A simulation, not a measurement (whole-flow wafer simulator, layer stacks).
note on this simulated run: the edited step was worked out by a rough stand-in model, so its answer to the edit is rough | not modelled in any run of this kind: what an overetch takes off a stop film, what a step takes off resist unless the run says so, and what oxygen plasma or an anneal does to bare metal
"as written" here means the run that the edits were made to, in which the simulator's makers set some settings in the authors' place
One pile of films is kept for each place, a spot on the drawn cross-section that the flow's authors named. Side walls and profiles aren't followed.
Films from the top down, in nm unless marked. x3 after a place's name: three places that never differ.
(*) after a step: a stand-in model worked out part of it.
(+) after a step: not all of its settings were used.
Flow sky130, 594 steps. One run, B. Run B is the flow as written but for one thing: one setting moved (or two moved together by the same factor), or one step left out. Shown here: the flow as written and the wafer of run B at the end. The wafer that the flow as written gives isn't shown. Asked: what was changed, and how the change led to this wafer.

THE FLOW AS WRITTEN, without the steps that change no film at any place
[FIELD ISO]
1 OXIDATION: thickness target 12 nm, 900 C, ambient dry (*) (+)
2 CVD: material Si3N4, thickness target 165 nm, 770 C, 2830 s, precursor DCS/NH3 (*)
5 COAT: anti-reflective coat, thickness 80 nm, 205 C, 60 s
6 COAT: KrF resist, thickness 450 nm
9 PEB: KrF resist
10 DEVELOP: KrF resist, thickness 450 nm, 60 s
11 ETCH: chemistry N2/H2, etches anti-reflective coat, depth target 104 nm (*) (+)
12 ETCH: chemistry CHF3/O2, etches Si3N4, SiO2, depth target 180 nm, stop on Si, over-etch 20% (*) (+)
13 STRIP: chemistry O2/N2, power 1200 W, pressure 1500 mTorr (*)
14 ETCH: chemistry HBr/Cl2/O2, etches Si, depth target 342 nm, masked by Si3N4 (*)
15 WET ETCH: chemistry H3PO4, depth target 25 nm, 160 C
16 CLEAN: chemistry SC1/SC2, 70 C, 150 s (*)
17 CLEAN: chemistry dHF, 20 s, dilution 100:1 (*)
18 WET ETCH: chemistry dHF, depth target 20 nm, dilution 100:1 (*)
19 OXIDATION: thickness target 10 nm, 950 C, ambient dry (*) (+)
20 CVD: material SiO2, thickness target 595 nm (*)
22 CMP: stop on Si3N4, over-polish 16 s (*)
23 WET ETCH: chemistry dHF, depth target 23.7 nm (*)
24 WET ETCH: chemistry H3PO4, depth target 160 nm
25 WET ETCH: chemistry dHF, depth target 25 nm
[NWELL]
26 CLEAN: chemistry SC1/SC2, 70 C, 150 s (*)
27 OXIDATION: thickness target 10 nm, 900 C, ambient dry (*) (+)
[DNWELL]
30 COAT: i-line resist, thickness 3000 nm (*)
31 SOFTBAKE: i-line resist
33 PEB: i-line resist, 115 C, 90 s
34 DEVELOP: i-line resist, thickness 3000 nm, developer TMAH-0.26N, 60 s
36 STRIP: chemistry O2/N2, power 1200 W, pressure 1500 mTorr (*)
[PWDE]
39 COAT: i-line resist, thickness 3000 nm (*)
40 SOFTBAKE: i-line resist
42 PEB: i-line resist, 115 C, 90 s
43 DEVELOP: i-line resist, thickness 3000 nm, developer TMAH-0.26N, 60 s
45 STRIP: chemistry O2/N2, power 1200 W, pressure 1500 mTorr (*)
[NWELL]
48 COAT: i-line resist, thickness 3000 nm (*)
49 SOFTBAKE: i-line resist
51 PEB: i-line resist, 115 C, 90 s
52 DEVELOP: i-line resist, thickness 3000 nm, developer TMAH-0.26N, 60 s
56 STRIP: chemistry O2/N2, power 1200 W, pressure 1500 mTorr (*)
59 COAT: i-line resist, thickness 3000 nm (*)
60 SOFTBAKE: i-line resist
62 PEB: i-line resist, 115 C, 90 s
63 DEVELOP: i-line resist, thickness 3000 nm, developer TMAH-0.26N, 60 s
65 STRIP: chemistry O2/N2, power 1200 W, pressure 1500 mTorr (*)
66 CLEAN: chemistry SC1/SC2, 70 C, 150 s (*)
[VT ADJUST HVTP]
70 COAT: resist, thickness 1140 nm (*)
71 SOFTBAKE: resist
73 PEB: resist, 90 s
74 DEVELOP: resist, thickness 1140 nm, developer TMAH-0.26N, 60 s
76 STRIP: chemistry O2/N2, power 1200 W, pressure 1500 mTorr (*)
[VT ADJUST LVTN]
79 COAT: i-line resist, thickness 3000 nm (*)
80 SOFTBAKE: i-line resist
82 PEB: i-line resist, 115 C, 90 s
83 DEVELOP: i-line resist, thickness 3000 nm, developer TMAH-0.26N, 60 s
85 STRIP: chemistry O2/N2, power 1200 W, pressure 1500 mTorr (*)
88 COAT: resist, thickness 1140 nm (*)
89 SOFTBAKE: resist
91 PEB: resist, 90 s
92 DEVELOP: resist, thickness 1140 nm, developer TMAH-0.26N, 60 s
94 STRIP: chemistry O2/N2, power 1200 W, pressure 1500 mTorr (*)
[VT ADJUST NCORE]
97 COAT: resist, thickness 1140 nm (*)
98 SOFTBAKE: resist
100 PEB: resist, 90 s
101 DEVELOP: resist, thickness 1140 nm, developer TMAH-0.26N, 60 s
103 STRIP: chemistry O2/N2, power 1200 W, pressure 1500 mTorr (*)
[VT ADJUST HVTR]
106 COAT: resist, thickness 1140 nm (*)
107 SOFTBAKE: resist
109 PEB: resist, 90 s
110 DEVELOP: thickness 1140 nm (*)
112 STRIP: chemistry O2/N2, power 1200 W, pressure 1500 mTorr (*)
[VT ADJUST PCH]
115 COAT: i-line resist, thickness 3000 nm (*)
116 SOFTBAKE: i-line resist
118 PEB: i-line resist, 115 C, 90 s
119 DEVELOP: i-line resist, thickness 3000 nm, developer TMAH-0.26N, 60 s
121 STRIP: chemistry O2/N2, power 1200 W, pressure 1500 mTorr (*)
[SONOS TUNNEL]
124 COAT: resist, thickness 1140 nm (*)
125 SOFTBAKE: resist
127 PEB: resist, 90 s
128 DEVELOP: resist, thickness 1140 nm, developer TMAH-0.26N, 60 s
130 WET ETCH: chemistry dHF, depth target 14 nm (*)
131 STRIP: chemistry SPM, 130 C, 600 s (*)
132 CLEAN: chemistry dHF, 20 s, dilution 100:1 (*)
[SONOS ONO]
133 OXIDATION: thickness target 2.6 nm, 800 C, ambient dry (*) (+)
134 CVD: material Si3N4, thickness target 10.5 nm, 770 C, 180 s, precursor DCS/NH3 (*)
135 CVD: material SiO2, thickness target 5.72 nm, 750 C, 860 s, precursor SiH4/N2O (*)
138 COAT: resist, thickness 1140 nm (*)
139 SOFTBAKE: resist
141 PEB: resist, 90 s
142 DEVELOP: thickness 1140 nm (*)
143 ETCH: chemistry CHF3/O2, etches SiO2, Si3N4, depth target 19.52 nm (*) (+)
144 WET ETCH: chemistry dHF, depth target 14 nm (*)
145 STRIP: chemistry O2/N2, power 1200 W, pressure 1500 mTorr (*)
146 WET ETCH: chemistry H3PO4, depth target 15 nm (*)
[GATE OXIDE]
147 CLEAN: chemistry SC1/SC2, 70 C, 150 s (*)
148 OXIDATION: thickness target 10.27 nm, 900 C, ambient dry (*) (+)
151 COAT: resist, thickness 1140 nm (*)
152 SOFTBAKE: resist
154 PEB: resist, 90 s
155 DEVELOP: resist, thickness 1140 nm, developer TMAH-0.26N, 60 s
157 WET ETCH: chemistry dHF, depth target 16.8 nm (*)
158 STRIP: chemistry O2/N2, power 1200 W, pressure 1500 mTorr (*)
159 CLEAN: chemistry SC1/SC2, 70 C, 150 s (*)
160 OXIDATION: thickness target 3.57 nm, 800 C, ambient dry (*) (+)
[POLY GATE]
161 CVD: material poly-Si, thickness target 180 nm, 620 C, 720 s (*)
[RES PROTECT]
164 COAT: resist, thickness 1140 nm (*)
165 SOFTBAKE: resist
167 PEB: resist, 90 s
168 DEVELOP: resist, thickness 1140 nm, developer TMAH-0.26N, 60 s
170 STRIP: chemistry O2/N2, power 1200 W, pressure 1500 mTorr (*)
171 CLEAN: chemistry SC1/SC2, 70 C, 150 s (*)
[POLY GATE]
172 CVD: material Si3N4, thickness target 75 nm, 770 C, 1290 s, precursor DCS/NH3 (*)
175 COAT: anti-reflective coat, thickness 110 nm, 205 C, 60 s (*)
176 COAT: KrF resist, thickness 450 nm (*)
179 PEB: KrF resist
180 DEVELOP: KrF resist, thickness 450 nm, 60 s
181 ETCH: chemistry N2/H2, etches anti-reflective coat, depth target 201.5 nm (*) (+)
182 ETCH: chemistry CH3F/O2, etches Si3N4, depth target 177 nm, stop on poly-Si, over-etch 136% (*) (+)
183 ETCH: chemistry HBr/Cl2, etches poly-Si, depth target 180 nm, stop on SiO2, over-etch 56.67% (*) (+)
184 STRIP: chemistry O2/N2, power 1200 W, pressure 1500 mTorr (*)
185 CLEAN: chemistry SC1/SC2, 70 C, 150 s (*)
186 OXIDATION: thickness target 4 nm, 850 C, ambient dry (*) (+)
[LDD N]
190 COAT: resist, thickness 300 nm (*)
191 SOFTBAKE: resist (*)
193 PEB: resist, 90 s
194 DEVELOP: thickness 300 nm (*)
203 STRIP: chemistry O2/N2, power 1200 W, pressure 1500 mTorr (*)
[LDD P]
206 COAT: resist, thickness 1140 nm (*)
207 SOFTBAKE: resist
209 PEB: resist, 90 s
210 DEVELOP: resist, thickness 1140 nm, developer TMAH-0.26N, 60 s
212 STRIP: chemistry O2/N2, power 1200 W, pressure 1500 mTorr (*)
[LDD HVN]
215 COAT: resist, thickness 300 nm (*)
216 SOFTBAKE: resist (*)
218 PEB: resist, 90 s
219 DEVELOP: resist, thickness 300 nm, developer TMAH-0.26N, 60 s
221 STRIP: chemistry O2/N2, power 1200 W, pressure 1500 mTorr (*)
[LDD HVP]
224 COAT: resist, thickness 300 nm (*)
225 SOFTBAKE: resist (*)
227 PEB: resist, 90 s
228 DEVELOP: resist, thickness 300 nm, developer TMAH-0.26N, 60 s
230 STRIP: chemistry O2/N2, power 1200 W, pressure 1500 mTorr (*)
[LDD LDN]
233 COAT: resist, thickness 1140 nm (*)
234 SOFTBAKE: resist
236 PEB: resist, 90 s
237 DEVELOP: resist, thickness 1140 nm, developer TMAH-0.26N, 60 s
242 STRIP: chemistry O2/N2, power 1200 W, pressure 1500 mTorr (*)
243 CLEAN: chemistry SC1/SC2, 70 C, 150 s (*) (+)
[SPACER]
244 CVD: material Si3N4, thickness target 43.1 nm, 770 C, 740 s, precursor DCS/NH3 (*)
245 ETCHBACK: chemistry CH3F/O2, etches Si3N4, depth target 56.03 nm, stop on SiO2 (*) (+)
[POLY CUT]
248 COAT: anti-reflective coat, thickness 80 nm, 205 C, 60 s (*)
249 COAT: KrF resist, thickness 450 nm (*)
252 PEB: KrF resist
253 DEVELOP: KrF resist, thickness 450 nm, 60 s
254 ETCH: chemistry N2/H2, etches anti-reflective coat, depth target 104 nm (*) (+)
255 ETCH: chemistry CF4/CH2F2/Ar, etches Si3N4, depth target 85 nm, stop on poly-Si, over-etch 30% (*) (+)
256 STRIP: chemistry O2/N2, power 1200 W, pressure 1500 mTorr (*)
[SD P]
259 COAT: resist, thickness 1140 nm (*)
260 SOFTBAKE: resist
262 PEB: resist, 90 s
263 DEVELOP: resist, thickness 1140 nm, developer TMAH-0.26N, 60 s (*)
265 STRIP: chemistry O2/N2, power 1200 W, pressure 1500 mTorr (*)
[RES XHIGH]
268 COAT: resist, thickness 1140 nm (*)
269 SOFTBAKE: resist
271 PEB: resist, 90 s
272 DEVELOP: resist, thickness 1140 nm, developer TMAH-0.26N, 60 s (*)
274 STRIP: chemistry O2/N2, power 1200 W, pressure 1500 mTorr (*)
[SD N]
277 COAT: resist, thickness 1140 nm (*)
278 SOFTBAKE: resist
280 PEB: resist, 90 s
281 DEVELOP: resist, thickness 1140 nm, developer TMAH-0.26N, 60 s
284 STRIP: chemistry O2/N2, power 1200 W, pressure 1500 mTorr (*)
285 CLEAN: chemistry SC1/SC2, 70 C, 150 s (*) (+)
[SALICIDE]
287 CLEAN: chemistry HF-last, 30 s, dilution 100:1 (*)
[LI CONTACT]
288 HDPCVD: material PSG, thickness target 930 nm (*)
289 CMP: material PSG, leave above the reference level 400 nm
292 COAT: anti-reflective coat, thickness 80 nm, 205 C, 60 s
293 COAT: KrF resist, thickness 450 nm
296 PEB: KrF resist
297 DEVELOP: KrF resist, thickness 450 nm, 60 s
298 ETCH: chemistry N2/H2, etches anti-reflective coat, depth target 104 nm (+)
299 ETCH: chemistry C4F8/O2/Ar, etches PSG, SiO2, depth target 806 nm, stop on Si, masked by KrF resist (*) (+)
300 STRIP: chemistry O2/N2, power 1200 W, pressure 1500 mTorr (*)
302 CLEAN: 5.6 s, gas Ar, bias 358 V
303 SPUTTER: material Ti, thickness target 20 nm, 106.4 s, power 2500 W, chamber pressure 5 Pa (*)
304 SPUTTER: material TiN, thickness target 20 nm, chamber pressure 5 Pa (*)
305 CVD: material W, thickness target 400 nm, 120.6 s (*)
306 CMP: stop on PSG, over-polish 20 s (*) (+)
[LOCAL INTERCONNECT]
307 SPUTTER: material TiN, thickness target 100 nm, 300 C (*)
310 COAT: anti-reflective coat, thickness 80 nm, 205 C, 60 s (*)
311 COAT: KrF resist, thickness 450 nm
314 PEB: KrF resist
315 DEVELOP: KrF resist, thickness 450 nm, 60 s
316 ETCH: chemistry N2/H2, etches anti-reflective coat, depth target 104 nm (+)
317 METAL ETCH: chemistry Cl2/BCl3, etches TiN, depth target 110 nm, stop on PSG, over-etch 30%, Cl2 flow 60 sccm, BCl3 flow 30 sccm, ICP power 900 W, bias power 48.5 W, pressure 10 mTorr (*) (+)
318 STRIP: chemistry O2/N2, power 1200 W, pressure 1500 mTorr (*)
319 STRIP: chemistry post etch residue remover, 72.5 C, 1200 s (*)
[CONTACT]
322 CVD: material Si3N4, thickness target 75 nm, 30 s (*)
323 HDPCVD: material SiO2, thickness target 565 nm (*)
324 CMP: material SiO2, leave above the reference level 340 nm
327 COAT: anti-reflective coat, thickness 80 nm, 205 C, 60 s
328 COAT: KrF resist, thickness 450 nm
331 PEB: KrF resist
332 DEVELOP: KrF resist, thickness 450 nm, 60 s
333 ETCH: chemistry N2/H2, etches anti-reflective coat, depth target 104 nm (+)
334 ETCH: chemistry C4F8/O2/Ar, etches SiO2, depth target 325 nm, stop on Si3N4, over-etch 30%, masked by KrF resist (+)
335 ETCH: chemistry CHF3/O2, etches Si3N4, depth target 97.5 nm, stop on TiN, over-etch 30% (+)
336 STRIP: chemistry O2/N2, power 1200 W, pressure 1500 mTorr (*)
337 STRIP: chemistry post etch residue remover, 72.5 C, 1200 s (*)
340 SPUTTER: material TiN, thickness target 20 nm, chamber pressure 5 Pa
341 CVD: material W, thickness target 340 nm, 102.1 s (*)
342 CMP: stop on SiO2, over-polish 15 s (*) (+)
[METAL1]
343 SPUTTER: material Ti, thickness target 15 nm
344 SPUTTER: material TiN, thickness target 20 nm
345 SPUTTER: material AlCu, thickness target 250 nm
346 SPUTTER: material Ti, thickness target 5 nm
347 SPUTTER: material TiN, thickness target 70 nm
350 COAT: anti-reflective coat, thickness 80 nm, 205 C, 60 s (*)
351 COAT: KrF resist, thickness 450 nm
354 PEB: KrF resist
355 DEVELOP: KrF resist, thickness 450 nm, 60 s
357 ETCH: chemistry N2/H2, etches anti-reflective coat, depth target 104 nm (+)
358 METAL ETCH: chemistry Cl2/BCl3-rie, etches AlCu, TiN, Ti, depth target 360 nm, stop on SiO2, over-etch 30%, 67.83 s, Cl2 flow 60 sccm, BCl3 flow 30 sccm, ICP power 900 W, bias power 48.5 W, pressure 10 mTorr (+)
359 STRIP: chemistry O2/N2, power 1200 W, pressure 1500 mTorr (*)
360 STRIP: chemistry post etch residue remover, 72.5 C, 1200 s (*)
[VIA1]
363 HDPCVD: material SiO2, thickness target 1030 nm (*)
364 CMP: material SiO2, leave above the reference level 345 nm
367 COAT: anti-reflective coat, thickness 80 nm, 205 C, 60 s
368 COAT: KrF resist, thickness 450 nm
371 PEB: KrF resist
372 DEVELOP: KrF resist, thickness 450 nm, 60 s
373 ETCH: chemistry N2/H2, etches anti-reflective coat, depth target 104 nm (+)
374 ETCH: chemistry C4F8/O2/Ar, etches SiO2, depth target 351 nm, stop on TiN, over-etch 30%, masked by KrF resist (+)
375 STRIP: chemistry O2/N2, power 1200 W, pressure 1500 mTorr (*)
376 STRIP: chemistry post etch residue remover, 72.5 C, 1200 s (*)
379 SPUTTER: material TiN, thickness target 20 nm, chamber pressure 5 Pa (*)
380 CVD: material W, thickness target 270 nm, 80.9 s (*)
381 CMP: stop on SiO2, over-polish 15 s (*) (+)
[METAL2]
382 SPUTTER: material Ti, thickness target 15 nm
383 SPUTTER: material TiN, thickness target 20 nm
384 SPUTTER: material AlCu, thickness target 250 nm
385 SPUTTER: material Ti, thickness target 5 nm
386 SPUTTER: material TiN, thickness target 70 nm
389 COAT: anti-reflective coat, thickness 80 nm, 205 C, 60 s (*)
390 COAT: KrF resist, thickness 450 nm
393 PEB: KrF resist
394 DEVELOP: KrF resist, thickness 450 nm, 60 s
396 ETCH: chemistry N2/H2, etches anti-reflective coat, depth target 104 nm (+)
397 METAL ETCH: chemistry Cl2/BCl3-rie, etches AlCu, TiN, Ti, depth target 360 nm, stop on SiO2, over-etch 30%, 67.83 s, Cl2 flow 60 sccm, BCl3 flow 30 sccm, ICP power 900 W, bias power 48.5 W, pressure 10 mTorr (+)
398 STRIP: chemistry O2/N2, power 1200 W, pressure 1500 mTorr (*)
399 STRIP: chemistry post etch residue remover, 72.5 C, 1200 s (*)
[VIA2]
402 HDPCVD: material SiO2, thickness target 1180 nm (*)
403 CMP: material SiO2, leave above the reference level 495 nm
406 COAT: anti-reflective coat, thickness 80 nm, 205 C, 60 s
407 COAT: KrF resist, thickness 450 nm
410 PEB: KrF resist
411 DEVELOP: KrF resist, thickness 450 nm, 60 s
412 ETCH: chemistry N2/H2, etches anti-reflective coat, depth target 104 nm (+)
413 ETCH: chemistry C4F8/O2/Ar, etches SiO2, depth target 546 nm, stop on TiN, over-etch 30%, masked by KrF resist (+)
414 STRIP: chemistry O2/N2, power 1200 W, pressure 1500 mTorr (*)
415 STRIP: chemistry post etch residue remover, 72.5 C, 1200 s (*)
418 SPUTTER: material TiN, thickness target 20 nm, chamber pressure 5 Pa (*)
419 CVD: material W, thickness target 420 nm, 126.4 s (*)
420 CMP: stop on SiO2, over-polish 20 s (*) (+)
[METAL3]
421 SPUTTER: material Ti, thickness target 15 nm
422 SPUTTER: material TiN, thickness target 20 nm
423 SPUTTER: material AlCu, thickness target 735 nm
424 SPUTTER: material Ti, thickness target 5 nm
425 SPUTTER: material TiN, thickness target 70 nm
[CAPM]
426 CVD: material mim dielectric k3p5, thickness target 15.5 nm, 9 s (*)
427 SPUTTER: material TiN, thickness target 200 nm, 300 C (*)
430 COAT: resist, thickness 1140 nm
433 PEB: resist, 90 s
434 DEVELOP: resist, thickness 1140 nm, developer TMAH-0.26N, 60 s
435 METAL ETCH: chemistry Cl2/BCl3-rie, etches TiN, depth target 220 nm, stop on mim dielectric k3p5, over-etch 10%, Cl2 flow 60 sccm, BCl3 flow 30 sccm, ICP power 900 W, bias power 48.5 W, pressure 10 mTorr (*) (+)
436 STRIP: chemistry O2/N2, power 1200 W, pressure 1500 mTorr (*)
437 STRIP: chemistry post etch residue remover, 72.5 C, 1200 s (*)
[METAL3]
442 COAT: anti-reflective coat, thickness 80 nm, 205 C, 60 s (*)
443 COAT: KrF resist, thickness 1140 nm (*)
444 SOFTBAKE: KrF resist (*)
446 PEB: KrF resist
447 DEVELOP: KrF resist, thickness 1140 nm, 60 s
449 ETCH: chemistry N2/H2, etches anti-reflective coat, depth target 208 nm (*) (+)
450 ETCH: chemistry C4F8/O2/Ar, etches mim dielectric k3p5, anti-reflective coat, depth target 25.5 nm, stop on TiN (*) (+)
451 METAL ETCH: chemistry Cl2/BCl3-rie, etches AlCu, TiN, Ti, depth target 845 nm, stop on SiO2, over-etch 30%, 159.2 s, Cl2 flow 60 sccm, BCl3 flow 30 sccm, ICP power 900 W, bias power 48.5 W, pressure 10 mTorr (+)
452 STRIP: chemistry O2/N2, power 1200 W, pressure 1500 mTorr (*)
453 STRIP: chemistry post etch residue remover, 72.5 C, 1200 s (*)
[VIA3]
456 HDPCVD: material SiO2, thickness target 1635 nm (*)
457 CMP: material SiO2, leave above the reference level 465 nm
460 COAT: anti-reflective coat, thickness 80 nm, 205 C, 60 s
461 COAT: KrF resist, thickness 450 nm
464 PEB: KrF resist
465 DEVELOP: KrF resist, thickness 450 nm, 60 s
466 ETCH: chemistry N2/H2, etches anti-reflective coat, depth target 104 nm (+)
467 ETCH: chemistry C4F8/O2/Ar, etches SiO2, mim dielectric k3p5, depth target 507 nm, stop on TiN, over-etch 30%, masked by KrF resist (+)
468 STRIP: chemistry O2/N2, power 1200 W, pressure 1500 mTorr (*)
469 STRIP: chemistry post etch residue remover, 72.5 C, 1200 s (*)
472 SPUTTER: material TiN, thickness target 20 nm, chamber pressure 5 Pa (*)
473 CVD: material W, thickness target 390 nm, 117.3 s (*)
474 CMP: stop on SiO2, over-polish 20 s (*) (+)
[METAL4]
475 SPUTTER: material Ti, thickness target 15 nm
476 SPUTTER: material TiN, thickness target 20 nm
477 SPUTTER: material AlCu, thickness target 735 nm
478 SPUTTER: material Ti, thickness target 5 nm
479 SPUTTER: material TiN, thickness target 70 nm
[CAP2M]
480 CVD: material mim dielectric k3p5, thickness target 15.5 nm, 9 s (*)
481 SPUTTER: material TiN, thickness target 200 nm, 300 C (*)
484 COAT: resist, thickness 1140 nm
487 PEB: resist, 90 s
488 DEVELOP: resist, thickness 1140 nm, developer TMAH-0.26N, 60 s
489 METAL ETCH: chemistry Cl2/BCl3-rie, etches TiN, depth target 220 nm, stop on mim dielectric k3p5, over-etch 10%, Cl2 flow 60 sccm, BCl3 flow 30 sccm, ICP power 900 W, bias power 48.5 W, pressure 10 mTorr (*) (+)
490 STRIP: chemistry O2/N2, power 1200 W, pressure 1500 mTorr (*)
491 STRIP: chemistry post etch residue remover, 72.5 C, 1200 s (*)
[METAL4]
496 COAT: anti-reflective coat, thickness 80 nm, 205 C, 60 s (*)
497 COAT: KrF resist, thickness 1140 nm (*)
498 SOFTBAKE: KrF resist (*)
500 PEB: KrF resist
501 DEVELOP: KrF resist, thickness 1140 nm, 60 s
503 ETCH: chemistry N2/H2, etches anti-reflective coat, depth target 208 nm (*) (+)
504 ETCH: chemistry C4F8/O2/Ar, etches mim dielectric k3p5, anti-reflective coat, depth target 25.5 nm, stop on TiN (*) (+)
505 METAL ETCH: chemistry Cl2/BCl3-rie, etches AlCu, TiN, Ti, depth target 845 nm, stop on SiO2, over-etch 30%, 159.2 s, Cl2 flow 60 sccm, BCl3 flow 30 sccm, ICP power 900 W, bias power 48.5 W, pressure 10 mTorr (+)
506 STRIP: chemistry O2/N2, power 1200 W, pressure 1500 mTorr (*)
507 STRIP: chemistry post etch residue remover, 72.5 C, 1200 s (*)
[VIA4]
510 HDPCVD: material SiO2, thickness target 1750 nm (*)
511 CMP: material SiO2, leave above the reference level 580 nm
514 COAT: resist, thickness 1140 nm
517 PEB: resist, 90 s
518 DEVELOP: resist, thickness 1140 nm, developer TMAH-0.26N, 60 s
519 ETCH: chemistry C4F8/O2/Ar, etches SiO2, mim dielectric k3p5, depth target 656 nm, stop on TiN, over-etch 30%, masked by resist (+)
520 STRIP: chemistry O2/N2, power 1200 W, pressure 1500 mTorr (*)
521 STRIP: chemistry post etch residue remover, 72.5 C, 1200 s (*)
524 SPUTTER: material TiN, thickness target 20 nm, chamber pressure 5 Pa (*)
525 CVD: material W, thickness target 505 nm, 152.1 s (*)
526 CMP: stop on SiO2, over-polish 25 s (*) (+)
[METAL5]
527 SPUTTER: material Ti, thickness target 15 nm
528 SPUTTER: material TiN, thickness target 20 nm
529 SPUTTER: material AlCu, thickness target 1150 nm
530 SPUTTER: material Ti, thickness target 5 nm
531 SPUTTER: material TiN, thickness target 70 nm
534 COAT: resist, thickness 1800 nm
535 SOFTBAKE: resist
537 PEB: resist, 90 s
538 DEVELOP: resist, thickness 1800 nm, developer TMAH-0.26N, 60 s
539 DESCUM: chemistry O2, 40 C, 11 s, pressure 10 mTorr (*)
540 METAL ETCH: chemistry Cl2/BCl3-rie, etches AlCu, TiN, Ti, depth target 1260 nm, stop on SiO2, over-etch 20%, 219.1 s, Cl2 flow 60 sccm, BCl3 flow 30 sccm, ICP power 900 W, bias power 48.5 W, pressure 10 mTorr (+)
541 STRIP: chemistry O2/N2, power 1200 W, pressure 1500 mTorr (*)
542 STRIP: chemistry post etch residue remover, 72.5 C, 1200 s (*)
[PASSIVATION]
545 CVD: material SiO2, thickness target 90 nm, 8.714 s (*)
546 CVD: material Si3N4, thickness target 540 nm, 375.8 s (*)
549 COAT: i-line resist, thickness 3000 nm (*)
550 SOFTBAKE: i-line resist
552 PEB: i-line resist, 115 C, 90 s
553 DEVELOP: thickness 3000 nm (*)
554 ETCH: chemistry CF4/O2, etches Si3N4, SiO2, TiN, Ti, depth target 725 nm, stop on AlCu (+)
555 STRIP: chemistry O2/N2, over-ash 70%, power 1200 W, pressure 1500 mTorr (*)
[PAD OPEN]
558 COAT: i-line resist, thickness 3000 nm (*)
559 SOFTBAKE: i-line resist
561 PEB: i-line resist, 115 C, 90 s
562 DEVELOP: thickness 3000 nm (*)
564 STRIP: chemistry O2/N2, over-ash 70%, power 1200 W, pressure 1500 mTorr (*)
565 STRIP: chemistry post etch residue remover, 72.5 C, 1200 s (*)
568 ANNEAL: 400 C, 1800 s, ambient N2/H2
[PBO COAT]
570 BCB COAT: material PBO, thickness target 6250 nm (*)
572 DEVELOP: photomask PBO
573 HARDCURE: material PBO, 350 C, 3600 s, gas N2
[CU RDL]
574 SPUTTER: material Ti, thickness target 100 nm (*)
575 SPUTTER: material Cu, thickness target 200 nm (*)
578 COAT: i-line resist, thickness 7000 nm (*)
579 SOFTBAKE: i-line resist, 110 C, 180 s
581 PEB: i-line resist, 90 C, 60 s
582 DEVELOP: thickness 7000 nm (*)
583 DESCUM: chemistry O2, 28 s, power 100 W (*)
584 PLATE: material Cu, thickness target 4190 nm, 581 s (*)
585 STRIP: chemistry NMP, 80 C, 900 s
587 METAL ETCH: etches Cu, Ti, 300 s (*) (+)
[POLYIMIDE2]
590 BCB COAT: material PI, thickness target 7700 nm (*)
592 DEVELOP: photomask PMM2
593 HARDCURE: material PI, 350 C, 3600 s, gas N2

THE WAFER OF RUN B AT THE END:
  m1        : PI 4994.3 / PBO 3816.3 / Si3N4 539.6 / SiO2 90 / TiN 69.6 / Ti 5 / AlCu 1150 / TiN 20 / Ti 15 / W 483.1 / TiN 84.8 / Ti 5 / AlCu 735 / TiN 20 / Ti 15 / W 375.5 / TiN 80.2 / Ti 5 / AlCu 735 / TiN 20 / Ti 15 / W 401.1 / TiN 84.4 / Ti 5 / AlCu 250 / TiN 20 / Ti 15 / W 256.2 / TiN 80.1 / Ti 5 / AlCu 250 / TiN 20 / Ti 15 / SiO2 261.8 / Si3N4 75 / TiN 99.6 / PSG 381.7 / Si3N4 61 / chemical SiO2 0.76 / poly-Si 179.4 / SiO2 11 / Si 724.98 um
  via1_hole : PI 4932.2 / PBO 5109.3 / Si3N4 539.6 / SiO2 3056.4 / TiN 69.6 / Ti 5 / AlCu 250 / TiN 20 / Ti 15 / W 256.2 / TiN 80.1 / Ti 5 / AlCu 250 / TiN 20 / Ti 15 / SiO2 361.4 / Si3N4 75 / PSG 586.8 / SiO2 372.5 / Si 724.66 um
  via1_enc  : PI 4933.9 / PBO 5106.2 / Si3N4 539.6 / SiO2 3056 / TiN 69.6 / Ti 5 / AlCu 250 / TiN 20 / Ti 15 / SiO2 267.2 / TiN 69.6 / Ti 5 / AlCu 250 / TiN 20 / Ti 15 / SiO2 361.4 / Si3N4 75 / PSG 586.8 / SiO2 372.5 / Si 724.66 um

The cause: step 418, SPUTTER: thickness target 30 nm was run, where the flow has thickness target 20 nm.

How the change led to this, step by step:
  418 SPUTTER: material TiN, thickness target 20 nm, chamber pressure 5 Pa (*)
      field, active, n_well and 186 more: TiN +30 (new film) (as written it would be: TiN +20 (new film))
      m1, via2_hole: TiN +15.2 (as written it would be: TiN +10.2)
  420 CMP: stop on SiO2, over-polish 20 s (*) (+)
      field, active, n_well and 186 more: W -420 (all of it), TiN -30 (all of it), SiO2 -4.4 (as written it would be: W -420 (all of it), TiN -20 (all of it), SiO2 -4.4)
      m1, via2_hole: W -455 (as written it would be: W -445)
